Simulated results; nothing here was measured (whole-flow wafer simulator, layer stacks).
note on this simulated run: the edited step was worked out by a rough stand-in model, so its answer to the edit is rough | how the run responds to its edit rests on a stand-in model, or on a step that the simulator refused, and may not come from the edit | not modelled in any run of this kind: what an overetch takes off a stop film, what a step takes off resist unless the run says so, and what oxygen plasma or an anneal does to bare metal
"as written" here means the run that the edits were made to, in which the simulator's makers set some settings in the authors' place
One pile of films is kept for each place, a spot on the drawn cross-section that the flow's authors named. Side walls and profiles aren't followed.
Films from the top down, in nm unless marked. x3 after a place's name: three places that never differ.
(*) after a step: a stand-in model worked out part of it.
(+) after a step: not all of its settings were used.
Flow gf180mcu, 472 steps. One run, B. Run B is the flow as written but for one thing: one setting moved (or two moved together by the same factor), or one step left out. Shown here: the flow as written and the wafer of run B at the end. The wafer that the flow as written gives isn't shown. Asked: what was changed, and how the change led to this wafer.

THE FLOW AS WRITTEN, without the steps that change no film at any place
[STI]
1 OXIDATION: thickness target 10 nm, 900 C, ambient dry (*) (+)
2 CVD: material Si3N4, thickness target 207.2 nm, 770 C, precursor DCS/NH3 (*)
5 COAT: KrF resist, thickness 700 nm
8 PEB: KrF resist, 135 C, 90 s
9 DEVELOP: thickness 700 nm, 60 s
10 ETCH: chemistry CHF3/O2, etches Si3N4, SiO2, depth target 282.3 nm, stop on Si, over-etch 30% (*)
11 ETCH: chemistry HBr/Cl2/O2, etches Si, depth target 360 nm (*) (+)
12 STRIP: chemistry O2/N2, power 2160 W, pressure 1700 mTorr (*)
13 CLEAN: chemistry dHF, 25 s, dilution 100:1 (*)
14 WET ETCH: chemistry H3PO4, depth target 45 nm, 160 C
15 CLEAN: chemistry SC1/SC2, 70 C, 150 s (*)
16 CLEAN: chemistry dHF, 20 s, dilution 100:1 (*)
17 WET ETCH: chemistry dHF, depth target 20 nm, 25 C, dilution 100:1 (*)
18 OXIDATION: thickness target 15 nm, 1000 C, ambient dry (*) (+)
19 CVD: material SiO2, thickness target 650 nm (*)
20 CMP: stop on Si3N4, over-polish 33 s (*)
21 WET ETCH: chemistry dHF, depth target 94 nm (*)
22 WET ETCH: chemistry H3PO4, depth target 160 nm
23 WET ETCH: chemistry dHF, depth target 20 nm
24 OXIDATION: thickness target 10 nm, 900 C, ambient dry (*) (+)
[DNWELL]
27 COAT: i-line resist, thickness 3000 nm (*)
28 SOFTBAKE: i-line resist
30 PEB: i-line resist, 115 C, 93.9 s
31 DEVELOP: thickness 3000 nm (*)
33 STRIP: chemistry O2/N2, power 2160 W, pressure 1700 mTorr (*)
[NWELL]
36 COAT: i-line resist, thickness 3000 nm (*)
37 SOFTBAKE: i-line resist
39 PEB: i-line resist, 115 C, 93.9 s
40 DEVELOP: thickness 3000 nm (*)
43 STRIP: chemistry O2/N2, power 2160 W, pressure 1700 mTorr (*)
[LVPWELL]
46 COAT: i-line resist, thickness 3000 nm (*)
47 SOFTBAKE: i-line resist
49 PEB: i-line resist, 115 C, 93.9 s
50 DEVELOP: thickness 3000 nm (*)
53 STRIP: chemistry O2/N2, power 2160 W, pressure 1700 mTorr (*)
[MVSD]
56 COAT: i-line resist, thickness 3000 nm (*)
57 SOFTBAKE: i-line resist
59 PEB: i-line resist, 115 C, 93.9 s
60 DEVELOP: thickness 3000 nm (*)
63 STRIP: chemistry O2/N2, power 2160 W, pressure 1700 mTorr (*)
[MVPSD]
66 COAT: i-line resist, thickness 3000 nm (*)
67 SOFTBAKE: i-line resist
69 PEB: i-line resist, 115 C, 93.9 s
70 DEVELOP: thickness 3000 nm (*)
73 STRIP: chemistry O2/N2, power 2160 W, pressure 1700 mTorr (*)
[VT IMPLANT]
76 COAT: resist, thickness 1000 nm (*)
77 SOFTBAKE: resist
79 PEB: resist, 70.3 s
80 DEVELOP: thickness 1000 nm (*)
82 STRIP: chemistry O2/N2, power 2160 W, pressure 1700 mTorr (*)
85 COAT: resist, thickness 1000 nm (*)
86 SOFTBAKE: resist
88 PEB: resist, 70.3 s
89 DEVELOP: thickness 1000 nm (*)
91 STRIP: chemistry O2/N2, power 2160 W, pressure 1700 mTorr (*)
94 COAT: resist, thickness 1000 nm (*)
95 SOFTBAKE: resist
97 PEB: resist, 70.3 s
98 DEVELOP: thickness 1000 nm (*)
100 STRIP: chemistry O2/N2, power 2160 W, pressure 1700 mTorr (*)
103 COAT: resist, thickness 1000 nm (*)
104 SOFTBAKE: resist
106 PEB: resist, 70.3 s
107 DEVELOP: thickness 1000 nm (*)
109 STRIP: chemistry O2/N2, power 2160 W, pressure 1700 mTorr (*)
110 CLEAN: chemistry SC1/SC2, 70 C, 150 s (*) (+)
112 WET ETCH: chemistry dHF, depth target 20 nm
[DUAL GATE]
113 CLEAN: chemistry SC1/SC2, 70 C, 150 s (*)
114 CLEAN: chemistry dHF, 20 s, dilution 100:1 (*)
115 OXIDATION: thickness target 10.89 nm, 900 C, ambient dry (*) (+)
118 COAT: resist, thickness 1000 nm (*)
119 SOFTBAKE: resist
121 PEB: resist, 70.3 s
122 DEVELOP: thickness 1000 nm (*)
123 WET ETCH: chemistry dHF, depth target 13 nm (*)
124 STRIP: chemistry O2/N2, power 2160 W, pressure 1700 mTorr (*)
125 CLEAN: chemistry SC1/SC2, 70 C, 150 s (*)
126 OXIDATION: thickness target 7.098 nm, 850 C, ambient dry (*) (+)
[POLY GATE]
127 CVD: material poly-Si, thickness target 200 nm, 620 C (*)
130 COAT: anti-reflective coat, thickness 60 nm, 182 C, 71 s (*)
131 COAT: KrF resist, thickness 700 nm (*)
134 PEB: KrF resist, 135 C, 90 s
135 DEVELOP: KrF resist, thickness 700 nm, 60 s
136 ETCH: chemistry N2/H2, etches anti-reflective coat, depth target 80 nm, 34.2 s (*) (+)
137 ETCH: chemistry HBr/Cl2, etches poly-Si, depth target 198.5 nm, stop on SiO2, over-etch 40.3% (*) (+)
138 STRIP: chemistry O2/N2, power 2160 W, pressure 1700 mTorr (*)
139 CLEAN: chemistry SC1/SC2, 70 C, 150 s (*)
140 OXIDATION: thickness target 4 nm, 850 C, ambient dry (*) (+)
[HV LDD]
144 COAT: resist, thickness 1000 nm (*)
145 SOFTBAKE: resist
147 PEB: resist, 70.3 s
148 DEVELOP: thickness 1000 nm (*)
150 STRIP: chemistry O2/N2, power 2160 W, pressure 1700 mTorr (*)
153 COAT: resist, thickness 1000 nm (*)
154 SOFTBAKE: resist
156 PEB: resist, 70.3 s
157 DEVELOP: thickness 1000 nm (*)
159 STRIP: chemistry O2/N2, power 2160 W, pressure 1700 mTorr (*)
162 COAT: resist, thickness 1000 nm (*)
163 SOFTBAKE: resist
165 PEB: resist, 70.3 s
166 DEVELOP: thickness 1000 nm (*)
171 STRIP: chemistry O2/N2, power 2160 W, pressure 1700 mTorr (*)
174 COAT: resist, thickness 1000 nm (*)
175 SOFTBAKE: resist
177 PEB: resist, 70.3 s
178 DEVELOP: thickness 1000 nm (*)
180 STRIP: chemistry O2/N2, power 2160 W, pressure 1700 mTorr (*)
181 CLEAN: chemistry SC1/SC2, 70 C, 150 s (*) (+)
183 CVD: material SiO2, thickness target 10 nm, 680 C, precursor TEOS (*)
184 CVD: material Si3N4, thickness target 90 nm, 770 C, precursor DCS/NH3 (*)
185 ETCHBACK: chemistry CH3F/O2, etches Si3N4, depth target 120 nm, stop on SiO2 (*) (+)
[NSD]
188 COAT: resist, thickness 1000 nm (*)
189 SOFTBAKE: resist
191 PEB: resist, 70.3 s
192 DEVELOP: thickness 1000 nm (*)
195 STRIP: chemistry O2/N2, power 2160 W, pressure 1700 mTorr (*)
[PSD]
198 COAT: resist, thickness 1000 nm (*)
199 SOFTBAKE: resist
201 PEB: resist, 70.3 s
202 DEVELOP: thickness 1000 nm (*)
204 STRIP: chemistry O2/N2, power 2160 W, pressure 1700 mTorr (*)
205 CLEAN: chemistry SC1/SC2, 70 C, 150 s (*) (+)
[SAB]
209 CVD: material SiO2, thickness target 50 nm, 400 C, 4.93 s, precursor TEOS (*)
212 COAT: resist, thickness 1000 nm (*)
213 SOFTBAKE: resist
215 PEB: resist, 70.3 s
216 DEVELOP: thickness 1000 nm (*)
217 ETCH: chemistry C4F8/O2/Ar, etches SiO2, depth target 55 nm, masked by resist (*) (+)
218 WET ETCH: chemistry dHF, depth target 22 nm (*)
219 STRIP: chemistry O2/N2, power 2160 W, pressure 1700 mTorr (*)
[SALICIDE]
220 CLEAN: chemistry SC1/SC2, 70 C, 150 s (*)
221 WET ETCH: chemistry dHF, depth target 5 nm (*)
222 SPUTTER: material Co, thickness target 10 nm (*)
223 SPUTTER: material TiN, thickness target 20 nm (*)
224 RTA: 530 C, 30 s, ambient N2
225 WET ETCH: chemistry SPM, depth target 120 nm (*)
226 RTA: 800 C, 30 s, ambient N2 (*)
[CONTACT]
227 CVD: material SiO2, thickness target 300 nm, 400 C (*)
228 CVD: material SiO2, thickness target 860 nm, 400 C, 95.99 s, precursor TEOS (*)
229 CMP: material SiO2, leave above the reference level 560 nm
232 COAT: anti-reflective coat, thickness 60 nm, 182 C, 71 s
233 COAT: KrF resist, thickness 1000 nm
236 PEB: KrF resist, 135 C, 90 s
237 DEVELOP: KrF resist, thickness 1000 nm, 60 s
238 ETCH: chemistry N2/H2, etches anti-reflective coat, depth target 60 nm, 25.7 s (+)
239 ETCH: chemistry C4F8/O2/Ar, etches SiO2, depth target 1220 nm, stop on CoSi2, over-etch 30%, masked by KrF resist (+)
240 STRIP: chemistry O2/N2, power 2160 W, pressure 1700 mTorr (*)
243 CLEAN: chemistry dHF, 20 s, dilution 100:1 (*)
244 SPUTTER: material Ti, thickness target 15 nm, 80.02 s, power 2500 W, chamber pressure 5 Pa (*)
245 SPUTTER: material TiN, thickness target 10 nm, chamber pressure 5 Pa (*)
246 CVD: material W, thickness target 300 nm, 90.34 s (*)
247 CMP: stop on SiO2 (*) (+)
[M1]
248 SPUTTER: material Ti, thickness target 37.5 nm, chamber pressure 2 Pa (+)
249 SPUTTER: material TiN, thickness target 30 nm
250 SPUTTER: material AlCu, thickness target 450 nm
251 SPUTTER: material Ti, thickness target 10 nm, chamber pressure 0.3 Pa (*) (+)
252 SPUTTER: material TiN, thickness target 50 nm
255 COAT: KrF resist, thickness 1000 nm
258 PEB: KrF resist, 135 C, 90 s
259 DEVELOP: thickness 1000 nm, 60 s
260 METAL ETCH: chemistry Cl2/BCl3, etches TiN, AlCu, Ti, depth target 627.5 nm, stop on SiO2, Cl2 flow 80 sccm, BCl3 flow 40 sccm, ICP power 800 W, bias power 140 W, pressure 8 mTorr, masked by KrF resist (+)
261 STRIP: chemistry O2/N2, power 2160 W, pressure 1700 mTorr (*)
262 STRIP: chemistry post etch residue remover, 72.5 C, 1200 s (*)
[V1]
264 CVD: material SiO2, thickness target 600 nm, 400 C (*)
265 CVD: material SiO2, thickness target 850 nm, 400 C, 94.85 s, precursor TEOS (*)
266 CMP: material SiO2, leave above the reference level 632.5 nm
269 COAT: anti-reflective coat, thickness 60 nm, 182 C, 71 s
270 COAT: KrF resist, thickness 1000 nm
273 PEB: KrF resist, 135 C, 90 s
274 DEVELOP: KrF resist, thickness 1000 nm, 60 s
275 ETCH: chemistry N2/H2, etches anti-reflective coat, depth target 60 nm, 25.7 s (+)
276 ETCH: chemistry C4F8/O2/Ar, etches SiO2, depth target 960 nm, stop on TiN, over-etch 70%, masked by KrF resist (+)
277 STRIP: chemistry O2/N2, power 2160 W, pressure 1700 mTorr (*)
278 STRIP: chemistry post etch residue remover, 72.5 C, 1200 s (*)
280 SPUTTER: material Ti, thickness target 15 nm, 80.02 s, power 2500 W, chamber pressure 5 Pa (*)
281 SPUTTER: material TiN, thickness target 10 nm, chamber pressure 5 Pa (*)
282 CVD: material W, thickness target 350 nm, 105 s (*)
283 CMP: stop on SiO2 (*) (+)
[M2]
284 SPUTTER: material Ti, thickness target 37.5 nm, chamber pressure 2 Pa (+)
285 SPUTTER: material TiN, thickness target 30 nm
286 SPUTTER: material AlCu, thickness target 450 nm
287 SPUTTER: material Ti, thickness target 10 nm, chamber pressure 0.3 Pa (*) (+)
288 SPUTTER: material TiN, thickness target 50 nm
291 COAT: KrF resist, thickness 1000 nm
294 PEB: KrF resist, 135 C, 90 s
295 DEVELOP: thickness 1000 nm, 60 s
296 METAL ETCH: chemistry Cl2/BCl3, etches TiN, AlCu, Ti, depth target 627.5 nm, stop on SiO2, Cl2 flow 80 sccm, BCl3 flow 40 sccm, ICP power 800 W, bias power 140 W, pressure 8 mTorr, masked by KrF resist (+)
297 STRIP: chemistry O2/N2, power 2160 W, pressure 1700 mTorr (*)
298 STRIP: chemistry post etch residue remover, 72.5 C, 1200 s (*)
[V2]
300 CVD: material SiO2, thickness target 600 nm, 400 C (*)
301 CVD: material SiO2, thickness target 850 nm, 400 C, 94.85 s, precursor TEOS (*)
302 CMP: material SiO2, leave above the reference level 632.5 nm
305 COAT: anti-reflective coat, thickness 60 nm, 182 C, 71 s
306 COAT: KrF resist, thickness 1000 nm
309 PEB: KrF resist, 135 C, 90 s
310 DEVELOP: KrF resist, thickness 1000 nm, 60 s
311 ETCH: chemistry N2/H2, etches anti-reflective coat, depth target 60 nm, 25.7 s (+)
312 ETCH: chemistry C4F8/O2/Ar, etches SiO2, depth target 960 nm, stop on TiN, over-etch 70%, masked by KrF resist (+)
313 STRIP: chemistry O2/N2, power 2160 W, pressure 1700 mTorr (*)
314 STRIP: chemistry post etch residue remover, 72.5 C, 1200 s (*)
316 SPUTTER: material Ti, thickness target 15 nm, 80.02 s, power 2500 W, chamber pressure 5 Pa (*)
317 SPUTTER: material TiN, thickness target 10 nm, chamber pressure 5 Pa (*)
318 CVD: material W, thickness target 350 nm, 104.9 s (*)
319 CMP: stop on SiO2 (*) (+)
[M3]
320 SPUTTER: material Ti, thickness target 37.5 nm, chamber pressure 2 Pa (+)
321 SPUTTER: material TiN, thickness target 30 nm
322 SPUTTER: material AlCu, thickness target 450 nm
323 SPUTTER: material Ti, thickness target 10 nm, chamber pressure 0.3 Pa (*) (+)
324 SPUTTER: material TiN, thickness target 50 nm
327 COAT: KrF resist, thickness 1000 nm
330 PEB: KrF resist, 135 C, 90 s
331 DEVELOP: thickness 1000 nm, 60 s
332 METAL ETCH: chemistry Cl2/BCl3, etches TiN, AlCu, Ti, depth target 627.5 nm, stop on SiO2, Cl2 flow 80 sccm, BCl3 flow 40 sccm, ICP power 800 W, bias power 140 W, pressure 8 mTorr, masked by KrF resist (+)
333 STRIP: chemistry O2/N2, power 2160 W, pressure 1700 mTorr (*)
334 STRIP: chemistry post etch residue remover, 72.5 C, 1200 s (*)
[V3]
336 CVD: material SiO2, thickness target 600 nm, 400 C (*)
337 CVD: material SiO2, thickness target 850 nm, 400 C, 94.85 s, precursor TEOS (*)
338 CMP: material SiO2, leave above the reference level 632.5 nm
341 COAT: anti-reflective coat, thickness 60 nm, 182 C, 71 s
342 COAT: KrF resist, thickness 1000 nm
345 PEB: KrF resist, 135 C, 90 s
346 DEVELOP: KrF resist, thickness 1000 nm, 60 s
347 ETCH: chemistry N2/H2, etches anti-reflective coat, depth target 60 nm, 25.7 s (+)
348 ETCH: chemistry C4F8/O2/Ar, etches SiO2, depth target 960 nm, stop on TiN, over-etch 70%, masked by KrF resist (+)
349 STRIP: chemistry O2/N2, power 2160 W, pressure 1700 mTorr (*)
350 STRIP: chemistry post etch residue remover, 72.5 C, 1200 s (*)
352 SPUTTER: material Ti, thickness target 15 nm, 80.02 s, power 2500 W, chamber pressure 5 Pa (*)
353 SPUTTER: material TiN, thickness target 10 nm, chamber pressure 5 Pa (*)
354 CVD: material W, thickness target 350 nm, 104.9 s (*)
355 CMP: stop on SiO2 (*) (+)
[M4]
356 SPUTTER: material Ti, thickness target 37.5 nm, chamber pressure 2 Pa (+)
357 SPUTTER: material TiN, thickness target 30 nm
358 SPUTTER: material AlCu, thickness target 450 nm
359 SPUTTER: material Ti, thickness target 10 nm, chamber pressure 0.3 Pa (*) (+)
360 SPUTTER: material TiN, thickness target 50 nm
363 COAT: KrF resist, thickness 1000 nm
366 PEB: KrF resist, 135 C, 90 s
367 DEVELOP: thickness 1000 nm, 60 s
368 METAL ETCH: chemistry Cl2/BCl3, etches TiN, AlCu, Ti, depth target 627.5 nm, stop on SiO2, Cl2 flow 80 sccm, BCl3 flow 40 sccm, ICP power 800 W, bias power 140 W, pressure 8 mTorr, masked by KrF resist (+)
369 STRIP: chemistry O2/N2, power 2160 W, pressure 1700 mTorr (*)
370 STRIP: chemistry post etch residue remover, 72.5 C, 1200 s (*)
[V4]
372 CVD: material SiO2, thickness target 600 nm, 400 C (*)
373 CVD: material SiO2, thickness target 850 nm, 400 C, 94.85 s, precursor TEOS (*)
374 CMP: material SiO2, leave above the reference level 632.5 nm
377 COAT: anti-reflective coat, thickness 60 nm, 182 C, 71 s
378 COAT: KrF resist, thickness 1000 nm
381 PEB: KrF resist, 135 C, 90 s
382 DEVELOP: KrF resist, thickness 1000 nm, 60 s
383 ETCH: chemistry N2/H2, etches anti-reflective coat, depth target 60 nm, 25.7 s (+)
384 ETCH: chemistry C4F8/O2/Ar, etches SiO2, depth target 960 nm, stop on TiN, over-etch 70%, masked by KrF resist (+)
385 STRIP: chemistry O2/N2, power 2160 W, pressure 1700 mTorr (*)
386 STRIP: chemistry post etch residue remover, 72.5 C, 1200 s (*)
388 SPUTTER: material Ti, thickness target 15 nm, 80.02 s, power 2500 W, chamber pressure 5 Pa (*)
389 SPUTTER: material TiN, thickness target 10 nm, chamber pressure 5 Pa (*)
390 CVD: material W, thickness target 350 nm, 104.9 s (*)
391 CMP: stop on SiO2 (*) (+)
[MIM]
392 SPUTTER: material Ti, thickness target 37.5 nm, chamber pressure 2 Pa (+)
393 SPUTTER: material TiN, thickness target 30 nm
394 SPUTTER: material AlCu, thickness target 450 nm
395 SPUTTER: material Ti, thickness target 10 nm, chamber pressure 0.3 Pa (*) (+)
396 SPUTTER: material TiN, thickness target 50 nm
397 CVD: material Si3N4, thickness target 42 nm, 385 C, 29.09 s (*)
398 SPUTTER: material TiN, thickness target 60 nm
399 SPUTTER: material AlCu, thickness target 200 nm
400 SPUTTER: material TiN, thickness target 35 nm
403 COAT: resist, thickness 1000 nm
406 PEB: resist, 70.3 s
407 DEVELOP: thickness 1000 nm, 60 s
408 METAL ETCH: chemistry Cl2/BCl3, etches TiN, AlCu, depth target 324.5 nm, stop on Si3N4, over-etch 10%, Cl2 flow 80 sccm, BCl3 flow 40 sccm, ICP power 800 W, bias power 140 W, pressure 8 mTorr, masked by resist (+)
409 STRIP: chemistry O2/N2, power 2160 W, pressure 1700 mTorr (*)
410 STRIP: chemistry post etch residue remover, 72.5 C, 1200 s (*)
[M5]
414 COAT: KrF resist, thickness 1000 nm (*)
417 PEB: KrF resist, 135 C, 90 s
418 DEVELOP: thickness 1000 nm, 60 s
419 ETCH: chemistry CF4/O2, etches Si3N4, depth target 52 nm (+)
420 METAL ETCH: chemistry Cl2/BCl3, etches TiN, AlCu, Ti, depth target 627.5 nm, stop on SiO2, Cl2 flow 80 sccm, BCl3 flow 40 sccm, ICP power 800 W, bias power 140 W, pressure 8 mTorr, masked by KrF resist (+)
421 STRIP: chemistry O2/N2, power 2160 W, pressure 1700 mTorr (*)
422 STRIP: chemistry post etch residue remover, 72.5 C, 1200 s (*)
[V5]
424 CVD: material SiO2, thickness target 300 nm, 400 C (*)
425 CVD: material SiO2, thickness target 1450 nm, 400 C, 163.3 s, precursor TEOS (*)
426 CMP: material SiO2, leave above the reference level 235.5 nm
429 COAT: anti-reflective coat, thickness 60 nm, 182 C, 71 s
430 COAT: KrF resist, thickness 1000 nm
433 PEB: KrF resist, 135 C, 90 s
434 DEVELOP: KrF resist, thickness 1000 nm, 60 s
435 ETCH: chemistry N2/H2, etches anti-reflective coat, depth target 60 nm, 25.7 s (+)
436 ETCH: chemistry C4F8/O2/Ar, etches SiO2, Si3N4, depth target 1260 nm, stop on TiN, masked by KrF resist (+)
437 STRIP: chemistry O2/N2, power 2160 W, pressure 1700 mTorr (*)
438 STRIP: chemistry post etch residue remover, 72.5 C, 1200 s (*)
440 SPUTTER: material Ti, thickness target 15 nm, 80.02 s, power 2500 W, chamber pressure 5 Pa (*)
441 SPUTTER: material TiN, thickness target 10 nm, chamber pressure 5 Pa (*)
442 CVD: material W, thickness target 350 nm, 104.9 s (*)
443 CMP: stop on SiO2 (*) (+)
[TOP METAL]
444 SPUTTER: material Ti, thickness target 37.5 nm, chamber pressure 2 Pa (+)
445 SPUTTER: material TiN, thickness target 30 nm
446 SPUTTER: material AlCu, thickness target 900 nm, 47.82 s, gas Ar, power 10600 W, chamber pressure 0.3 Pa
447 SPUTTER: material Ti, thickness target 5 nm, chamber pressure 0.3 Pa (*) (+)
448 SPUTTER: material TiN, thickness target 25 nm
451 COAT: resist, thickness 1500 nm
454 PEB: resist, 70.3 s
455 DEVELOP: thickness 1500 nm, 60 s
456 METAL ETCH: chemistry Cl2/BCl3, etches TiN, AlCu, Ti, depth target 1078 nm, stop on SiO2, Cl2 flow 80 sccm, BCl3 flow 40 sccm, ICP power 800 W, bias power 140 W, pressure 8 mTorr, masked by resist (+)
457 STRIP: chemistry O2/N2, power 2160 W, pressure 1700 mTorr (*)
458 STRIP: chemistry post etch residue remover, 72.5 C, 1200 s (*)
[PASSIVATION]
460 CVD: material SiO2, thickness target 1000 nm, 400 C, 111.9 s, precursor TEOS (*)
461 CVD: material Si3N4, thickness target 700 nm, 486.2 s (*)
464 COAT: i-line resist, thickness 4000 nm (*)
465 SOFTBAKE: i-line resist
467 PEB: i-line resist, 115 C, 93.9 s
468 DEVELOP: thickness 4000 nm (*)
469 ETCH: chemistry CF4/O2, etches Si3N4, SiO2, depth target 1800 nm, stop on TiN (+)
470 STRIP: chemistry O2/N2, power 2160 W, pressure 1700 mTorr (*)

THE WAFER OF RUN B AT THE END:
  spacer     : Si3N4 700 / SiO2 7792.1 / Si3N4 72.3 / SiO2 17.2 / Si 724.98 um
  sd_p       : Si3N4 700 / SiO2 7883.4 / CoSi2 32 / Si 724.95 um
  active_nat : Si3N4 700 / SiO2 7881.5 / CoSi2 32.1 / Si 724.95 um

The cause: step 184, CVD: thickness target 76.5 nm was run, where the flow has thickness target 90 nm.

How the change led to this, step by step:
  184 CVD: material Si3N4, thickness target 90 nm, 770 C, precursor DCS/NH3 (*)
      field, field__w1, field__w2 and 101 more: Si3N4 +76.5 (new film) (as written it would be: Si3N4 +90 (new film))
  185 ETCHBACK: chemistry CH3F/O2, etches Si3N4, depth target 120 nm, stop on SiO2 (*) (+)
      field, field__w1, field__w2 and 100 more: Si3N4 -76.5 (all of it), SiO2 -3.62 (as written it would be: Si3N4 -90 (all of it), SiO2 -2.5)
  189 SOFTBAKE: resist
      field: resist -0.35 (as written it would be: resist +3.56)
  199 SOFTBAKE: resist
      field: resist -0.35 (as written it would be: resist +3.56)
  218 WET ETCH: chemistry dHF, depth target 22 nm (*)
      gate, gate_hv, gate_p and 23 more: SiO2 -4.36 (all of it) (as written it would be: SiO2 -5.48 (all of it))
      active, p_well, sd_n, iso_ptap_pw, iso_ntap_nw, iso_ptap_sub, vpnp_e: SiO2 -7.89 (all of it) (as written it would be: SiO2 -9.01 (all of it))
      (and at 16 more places)
  223 SPUTTER: material TiN, thickness target 20 nm (*)
      field__w2: TiN +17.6 (new film) (as written it would be: TiN +17 (new film))
      field__w3: TiN +16.5 (new film) (as written it would be: TiN +15.7 (new film))
      (and at 1 more place)
  224 RTA: 530 C, 30 s, ambient N2
      ld_drn_p: under 1 film: CoSi +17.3 (new film), Co -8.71 (all of it), Si -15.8 (as written it would be: under 1 film: CoSi +16.7 (new film), Co -8.4 (all of it), Si -15.2)
  225 WET ETCH: chemistry SPM, depth target 120 nm (*)
      field__w2: TiN -17.6 (all of it), Co -8.94 (all of it) (as written it would be: TiN -17 (all of it), Co -8.65 (all of it))
      field__w3: TiN -16.5 (all of it), Co -8.44 (all of it) (as written it would be: TiN -15.7 (all of it), Co -8.06 (all of it))
      (and at 1 more place)
  226 RTA: 800 C, 30 s, ambient N2 (*)
      ld_sd_n: CoSi2 +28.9 (new film), CoSi -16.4 (all of it), Si -15 (as written it would be: CoSi2 +28.3 (new film), CoSi -16.1 (all of it), Si -14.7)
      ld_drn_n: CoSi2 +32.2 (new film), CoSi -18.3 (all of it), Si -16.7 (as written it would be: CoSi2 +31.5 (new film), CoSi -17.9 (all of it), Si -16.4)
      (and at 1 more place)
  229 CMP: material SiO2, leave above the reference level 560 nm
      spacer: SiO2 -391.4 (as written it would be: SiO2 -404.9)
